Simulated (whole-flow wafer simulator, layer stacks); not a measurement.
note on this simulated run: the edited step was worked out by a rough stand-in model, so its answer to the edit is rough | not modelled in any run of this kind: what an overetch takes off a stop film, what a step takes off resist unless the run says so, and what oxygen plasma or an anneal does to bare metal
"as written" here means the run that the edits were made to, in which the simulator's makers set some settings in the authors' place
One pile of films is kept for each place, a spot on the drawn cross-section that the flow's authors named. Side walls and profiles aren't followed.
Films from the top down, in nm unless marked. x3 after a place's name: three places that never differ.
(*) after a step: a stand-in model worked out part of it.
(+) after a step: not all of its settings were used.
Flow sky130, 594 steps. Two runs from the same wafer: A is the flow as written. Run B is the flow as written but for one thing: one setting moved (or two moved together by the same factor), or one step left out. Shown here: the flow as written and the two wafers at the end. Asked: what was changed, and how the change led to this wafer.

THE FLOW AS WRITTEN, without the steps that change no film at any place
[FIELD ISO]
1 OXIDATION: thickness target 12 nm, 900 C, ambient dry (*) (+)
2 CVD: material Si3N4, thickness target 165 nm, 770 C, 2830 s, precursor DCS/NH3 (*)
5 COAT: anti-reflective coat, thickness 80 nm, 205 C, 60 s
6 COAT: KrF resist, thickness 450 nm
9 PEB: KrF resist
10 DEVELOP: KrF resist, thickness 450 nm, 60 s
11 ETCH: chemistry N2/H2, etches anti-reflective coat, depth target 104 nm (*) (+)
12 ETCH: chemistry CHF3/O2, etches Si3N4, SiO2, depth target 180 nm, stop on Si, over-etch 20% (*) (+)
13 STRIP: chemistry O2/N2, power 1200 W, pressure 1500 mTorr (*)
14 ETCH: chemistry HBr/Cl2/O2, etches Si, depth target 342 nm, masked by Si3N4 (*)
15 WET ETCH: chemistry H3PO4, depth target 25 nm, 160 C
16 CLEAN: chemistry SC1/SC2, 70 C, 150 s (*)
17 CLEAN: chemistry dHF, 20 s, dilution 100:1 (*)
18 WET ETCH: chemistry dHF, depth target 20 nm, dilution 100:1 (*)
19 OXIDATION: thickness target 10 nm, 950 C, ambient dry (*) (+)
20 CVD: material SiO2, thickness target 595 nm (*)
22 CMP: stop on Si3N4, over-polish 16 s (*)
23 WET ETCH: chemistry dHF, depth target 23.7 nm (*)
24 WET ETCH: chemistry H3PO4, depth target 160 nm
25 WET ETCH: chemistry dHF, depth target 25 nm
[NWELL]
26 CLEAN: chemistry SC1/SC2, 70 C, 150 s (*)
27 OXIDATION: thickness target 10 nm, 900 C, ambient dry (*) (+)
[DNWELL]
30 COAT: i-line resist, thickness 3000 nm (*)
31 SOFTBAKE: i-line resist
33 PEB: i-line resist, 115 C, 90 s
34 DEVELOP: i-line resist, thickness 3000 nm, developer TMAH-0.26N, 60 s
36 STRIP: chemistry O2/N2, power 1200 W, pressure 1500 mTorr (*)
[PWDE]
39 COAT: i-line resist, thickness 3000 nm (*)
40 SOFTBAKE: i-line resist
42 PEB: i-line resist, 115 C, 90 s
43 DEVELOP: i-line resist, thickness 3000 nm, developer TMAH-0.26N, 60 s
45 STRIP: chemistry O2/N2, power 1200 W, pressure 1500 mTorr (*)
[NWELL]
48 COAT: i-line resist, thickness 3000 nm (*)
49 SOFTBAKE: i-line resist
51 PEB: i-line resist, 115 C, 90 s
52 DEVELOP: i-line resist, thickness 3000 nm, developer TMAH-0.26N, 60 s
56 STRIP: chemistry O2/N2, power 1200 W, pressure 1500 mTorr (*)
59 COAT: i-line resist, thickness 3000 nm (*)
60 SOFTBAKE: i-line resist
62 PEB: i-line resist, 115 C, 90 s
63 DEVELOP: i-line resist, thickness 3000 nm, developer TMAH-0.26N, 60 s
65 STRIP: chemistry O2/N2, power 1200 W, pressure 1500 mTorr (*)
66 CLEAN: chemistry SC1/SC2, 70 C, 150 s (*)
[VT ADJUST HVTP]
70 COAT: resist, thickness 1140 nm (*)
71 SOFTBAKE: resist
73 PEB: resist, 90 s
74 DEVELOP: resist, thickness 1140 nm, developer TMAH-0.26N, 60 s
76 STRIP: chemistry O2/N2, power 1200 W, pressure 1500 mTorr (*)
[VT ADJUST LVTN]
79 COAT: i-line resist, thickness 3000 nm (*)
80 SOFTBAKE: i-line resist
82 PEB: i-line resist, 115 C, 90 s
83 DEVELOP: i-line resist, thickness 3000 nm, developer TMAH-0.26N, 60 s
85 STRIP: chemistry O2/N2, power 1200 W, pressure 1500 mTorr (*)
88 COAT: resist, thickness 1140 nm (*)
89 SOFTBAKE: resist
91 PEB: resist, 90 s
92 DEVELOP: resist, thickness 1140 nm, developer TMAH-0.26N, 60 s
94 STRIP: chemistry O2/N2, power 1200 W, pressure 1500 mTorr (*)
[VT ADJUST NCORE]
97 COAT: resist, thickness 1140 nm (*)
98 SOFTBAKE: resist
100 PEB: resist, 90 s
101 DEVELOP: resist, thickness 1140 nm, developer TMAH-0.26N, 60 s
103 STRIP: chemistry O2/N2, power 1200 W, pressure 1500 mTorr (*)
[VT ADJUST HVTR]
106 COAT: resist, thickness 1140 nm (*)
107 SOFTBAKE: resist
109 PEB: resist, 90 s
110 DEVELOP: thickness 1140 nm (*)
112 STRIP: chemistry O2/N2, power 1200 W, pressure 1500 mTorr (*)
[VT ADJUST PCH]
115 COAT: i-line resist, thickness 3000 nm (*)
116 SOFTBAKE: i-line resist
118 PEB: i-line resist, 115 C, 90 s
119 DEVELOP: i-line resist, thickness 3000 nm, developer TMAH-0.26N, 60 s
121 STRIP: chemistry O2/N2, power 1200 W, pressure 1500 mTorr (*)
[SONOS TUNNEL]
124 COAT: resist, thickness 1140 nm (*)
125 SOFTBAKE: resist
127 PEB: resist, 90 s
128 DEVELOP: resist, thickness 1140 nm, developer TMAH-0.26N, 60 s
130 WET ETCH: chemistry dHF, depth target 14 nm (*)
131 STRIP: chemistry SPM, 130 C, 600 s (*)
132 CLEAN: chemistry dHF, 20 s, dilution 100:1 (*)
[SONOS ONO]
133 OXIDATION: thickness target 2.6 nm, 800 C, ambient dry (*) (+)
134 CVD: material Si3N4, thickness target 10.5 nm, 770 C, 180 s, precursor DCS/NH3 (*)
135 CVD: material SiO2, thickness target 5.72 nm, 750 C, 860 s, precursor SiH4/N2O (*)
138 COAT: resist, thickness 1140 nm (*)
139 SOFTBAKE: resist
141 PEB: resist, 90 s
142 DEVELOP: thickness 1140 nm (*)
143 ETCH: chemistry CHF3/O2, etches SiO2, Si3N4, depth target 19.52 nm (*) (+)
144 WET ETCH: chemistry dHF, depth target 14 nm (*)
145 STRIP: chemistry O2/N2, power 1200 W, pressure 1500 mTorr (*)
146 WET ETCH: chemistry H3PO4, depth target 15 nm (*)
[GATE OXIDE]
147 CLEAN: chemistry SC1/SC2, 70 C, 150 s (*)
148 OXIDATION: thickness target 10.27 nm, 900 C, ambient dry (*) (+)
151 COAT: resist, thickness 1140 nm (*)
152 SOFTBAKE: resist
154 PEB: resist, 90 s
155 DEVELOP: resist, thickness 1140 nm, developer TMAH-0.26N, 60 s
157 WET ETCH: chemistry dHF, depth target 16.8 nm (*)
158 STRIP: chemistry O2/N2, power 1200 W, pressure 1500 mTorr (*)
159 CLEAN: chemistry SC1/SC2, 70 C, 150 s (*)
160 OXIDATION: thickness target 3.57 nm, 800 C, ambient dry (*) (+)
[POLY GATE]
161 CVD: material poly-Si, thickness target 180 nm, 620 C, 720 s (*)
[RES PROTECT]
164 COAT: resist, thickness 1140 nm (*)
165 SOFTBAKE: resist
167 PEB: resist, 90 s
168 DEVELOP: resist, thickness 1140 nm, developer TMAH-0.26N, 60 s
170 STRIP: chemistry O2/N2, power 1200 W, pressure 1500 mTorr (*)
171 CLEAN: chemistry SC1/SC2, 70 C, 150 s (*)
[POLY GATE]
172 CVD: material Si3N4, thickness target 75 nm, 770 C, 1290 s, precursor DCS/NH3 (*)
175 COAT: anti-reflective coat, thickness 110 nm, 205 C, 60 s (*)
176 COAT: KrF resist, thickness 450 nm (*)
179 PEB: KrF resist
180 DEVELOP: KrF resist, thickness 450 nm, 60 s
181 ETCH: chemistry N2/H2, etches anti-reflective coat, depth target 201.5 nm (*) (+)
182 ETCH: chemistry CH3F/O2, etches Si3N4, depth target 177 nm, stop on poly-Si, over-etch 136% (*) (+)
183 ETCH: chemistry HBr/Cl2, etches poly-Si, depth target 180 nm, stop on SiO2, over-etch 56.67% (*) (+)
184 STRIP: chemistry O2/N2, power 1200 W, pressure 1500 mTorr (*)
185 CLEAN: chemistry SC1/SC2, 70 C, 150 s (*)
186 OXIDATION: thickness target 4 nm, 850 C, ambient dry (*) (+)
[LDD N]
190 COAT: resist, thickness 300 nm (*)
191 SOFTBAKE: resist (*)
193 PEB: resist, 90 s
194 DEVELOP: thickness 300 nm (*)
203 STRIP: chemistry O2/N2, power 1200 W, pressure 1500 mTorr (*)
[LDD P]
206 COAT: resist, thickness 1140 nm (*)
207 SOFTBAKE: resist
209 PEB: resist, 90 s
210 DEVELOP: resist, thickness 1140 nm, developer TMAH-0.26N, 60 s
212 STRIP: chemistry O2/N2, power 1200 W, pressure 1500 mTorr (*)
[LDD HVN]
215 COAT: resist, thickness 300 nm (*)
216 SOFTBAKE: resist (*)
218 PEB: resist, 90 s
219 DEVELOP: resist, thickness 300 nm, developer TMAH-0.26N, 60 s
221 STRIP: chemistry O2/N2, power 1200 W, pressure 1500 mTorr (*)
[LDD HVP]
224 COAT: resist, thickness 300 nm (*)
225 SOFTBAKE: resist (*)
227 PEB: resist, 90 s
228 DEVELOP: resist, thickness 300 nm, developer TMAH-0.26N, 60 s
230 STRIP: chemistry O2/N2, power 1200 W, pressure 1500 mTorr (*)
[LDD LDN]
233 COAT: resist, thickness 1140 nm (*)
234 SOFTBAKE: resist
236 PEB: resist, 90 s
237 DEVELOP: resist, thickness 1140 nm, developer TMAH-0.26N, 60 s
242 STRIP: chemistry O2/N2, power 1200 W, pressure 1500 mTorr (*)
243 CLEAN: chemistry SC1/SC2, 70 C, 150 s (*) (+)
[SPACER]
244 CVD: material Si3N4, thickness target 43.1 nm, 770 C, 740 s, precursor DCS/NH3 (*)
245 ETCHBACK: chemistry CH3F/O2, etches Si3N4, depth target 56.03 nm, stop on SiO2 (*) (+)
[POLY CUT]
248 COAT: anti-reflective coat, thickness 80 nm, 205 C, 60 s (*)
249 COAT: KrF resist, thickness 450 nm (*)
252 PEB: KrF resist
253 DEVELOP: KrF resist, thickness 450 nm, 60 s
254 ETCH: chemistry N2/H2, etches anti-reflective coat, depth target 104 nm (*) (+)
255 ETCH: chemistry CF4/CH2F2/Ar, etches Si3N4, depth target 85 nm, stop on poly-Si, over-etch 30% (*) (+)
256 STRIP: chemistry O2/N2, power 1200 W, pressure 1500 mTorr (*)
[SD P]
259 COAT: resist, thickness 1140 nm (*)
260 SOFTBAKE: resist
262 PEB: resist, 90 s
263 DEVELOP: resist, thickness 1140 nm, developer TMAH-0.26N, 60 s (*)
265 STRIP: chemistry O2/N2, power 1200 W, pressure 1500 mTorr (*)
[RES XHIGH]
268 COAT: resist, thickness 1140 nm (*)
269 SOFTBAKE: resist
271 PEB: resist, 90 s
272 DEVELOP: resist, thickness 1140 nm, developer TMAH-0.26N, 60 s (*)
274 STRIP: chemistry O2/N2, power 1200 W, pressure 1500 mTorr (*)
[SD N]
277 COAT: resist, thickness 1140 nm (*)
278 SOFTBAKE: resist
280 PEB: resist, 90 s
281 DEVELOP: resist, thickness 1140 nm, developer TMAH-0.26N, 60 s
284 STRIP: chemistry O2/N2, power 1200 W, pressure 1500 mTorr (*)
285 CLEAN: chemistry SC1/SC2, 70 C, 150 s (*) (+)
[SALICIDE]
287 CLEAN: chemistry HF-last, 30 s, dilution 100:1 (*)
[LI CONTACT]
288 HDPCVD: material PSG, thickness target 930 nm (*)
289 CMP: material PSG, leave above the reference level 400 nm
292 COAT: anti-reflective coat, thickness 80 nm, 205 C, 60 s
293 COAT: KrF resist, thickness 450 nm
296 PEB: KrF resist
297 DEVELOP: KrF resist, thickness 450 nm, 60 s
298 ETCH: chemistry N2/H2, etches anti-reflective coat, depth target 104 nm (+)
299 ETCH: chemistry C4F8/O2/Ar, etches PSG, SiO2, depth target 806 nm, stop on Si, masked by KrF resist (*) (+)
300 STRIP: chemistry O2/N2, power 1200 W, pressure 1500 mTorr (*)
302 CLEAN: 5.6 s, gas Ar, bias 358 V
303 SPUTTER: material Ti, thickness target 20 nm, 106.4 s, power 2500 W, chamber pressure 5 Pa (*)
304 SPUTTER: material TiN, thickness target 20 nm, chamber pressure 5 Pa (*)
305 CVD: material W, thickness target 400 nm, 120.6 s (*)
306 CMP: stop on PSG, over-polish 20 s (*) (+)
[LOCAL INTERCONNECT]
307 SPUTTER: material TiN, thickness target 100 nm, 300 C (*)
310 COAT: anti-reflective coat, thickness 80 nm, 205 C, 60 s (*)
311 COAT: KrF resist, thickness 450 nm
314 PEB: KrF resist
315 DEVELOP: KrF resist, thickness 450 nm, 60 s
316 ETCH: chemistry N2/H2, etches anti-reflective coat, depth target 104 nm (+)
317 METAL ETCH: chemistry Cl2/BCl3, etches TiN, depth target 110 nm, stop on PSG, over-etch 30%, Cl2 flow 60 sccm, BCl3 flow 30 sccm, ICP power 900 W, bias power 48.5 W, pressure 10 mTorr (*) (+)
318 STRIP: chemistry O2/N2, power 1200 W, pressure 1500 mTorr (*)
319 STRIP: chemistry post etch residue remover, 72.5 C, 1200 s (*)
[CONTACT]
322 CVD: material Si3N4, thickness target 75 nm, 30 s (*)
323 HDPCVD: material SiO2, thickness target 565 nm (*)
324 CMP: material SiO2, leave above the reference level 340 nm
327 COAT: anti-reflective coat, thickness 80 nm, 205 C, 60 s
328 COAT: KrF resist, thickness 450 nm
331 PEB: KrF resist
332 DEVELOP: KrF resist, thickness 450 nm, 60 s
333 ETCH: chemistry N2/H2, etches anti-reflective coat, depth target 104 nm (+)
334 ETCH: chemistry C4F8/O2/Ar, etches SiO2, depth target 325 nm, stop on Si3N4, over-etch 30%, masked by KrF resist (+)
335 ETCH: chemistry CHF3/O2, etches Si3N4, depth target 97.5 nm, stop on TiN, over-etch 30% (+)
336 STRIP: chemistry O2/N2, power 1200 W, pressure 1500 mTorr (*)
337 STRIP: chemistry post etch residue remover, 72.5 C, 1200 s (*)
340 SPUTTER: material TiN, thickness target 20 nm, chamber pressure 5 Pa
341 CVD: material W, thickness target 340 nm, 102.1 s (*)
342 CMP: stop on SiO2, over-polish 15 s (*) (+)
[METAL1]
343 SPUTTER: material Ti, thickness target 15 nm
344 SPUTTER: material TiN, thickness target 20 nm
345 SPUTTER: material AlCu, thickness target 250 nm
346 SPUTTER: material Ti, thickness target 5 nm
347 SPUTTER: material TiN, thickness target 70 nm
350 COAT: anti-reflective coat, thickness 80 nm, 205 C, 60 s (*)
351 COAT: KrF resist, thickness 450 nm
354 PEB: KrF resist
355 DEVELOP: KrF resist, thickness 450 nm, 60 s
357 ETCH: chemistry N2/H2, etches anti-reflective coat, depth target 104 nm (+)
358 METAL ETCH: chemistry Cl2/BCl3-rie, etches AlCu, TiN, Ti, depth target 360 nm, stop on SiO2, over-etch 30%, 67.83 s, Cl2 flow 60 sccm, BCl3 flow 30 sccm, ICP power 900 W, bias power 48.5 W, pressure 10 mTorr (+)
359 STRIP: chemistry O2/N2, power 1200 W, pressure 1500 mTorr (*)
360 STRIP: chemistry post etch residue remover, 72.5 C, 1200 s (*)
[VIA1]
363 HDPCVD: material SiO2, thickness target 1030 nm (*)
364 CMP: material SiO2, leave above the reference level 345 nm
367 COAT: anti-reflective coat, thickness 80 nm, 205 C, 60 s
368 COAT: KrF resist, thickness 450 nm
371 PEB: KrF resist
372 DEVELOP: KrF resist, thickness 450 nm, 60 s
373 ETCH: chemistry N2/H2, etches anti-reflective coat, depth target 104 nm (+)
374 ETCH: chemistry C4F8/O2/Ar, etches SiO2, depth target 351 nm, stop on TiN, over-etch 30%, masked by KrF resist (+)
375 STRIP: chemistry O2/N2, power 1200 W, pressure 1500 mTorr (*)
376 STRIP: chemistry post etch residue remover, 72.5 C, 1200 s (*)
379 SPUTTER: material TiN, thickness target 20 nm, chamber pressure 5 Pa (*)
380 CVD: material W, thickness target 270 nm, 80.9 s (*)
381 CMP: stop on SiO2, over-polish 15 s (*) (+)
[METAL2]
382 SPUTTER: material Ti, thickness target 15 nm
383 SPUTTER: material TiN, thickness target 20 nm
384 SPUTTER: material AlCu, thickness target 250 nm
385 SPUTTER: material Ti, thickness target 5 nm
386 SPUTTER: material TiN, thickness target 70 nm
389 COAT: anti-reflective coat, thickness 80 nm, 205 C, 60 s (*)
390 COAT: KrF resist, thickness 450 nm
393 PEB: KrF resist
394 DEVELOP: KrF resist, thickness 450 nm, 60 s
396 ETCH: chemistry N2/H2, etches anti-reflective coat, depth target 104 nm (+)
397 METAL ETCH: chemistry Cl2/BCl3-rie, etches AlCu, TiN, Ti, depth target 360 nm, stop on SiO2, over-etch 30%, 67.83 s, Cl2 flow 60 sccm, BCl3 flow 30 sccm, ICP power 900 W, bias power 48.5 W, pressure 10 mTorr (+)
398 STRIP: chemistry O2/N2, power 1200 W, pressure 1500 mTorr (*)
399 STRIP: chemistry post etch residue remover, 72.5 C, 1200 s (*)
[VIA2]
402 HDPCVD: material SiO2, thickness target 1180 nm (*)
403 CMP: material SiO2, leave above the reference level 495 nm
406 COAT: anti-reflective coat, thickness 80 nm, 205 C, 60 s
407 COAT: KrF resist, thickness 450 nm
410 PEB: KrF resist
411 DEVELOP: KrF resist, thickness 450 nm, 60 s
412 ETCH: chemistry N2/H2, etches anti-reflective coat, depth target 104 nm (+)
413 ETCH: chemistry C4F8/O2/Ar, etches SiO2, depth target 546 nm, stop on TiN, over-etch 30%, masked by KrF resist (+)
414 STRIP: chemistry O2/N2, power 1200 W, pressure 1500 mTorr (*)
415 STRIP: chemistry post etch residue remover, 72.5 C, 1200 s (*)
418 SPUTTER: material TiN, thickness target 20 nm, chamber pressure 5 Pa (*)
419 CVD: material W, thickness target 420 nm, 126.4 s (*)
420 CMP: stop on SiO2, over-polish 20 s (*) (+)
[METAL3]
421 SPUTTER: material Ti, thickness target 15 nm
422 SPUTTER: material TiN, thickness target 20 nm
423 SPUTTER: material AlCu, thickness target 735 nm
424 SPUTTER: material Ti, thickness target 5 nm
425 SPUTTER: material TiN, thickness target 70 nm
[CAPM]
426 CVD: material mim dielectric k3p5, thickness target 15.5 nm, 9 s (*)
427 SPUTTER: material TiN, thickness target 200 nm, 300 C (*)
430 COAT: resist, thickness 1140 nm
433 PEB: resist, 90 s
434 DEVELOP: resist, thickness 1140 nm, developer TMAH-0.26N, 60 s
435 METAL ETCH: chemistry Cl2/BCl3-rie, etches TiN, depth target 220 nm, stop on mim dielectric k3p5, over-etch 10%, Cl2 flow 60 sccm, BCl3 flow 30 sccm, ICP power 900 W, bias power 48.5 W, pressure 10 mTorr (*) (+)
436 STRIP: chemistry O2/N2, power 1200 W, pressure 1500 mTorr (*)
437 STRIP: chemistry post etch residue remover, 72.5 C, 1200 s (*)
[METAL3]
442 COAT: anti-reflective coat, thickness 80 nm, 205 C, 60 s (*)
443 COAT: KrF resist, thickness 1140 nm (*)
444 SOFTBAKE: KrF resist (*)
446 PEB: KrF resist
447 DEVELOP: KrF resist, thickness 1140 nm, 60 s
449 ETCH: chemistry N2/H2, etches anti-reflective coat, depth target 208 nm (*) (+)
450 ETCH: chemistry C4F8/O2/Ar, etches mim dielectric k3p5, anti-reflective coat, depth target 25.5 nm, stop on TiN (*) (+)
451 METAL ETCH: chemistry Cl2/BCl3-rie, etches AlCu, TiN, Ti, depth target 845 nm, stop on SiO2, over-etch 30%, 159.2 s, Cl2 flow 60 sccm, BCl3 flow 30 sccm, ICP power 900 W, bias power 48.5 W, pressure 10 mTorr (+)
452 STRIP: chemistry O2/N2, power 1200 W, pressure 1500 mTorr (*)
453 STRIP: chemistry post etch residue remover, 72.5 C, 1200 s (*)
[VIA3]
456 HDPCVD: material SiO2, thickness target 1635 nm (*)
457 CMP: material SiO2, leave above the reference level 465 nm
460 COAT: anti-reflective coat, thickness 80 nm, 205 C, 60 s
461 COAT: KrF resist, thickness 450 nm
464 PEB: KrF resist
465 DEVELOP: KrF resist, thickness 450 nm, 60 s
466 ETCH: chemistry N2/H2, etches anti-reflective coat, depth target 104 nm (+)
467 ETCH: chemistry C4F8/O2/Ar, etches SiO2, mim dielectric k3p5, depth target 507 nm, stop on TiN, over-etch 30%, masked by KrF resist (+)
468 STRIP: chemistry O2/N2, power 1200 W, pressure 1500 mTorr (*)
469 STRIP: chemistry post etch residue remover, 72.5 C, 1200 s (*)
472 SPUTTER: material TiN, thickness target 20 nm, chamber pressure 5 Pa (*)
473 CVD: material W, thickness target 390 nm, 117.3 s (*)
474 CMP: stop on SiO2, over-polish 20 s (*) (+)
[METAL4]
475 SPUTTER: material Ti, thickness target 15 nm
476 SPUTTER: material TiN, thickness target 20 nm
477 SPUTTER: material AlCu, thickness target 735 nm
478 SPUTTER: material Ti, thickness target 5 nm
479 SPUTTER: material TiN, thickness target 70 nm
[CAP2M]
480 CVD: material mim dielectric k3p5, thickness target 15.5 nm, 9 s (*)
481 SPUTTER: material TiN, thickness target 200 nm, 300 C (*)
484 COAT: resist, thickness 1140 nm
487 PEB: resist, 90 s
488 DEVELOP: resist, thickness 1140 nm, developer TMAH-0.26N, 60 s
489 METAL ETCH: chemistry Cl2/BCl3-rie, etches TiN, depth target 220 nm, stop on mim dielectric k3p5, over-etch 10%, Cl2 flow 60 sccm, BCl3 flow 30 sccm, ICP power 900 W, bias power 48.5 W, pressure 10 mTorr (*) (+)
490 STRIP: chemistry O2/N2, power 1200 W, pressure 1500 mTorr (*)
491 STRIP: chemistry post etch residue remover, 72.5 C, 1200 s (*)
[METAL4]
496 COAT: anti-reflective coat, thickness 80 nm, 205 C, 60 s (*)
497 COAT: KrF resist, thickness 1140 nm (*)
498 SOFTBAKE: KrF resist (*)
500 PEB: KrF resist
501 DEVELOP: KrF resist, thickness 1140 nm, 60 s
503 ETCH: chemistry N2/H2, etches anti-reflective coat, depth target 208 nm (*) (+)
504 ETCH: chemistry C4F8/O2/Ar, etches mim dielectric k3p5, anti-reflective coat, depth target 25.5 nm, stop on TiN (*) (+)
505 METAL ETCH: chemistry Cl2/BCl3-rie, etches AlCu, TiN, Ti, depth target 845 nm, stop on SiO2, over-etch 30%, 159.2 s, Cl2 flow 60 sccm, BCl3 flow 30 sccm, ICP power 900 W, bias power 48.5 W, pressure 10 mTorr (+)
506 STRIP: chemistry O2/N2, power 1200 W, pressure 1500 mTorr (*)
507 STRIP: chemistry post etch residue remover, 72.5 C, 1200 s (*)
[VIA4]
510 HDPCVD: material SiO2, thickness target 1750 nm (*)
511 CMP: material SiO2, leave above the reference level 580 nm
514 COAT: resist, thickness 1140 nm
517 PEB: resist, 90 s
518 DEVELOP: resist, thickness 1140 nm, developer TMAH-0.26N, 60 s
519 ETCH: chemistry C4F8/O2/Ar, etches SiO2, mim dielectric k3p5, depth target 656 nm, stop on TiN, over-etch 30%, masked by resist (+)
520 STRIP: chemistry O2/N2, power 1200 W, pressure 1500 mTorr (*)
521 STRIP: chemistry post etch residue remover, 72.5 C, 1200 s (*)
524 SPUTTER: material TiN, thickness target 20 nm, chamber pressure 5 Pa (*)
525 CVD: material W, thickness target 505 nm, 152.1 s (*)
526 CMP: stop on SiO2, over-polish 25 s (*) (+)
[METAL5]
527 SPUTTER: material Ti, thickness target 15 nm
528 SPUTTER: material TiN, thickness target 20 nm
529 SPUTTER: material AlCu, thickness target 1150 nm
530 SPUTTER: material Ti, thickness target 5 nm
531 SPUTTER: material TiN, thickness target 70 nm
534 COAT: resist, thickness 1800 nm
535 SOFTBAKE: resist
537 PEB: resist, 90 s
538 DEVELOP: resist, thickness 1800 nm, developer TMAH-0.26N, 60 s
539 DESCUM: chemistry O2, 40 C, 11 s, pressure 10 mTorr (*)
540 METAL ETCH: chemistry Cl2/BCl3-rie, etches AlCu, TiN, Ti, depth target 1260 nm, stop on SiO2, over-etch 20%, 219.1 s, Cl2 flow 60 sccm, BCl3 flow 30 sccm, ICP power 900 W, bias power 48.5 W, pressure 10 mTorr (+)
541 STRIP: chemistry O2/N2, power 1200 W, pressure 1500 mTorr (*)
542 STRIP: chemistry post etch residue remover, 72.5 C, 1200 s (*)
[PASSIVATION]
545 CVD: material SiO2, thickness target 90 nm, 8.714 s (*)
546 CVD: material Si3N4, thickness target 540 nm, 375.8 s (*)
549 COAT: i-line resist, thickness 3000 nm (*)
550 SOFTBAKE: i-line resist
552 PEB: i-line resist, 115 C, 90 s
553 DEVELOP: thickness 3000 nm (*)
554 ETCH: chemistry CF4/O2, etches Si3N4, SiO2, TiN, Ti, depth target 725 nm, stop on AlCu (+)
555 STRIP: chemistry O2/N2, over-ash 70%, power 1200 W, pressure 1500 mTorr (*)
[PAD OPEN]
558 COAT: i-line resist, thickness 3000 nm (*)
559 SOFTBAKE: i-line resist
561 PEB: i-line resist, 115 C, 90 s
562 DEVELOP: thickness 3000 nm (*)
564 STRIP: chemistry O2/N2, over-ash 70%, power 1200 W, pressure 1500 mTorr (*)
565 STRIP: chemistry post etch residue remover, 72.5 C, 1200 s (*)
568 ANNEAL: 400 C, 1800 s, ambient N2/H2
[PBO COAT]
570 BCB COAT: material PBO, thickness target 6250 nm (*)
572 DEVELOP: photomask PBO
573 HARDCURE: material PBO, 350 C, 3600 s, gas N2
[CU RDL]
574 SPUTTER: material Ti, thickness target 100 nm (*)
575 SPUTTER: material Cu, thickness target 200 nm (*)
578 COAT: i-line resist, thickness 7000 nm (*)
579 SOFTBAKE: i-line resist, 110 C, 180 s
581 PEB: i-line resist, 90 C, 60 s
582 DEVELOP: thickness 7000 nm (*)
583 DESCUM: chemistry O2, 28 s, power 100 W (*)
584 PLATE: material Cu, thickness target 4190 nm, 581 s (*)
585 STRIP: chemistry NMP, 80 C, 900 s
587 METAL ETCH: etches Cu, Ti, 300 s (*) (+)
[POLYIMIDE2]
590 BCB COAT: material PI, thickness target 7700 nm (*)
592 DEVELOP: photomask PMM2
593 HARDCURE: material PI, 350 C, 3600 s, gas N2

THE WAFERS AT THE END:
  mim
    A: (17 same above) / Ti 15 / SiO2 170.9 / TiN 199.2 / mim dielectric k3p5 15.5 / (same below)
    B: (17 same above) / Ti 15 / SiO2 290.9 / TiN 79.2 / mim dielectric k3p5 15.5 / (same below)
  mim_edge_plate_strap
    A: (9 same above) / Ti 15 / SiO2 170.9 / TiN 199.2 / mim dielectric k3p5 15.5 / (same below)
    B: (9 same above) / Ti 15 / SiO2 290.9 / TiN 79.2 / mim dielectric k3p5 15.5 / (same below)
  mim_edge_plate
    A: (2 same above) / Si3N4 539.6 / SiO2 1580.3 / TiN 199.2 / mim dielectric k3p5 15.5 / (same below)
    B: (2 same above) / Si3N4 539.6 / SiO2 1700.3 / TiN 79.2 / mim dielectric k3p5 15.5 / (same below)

The cause: step 427, SPUTTER: thickness target 80 nm was run, where the flow has thickness target 200 nm.

How the change led to this, step by step:
  427 SPUTTER: material TiN, thickness target 200 nm, 300 C (*)
      field, active, n_well and 188 more: A TiN +200 (new film) | B TiN +80 (new film)
  435 METAL ETCH: chemistry Cl2/BCl3-rie, etches TiN, depth target 220 nm, stop on mim dielectric k3p5, over-etch 10%, Cl2 flow 60 sccm, BCl3 flow 30 sccm, ICP power 900 W, bias power 48.5 W, pressure 10 mTorr (*) (+)
      field, active, n_well and 185 more: A TiN -200 (all of it) | B TiN -80 (all of it)
      mim, mim_edge_plate_strap, mim_edge_plate: A resist -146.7 | B resist -58.7
  436 STRIP: chemistry O2/N2, power 1200 W, pressure 1500 mTorr (*)
      mim, mim_edge_plate_strap, mim_edge_plate: A resist -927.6 (all of it) | B resist -1015.6 (all of it)
  442 COAT: anti-reflective coat, thickness 80 nm, 205 C, 60 s (*)
      rpm_encl, rpm_encl_psd, rpm_encl_urpm: A anti-reflective coat +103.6 (new film) | B anti-reflective coat +95.8 (new film)
      poly_licon, rpo_hd_licon: A anti-reflective coat +58.9 (new film) | B anti-reflective coat +83.5 (new film)
      (and at 9 more places)
  443 COAT: KrF resist, thickness 1140 nm (*)
      mim_edge_plate_strap, mim_edge_plate: A KrF resist +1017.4 (new film) | B KrF resist +1137.4 (new film)
      poly_licon, rpo_hd_licon: A KrF resist +1170.1 (new film) | B KrF resist +1141.4 (new film)
      (and at 3 more places)
  446 PEB: KrF resist
      mim_edge_plate_strap, mim_edge_plate: A KrF resist -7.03 | B KrF resist -7.88
      mim: A KrF resist -7.1 | B KrF resist -7.72
  447 DEVELOP: KrF resist, thickness 1140 nm, 60 s
      poly_licon, rpo_hd_licon: A KrF resist -1162 (all of it) | B KrF resist -1133.5 (all of it)
      rxpo_ln: A KrF resist -1156.7 (all of it) | B KrF resist -1129.7 (all of it)
  449 ETCH: chemistry N2/H2, etches anti-reflective coat, depth target 208 nm (*) (+)
      rpm_encl, rpm_encl_psd, rpm_encl_urpm: A anti-reflective coat -103.6 (all of it) | B anti-reflective coat -95.8 (all of it)
      poly_licon, rpo_hd_licon: A anti-reflective coat -58.9 (all of it) | B anti-reflective coat -83.5 (all of it)
      (and at 3 more places)
  452 STRIP: chemistry O2/N2, power 1200 W, pressure 1500 mTorr (*)
      mim_edge_plate_strap, mim_edge_plate: A KrF resist -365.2 (all of it), anti-reflective coat -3 (all of it) | B KrF resist -484.3 (all of it), anti-reflective coat -3 (all of it)
      mim: A KrF resist -375.2 (all of it), anti-reflective coat -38 (all of it) | B KrF resist -462.7 (all of it), anti-reflective coat -37.2 (all of it)
      (and at 5 more places)
  457 CMP: material SiO2, leave above the reference level 465 nm
      mim, mim_edge_plate_strap, mim_edge_plate: A SiO2 -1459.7 | B SiO2 -1339.7
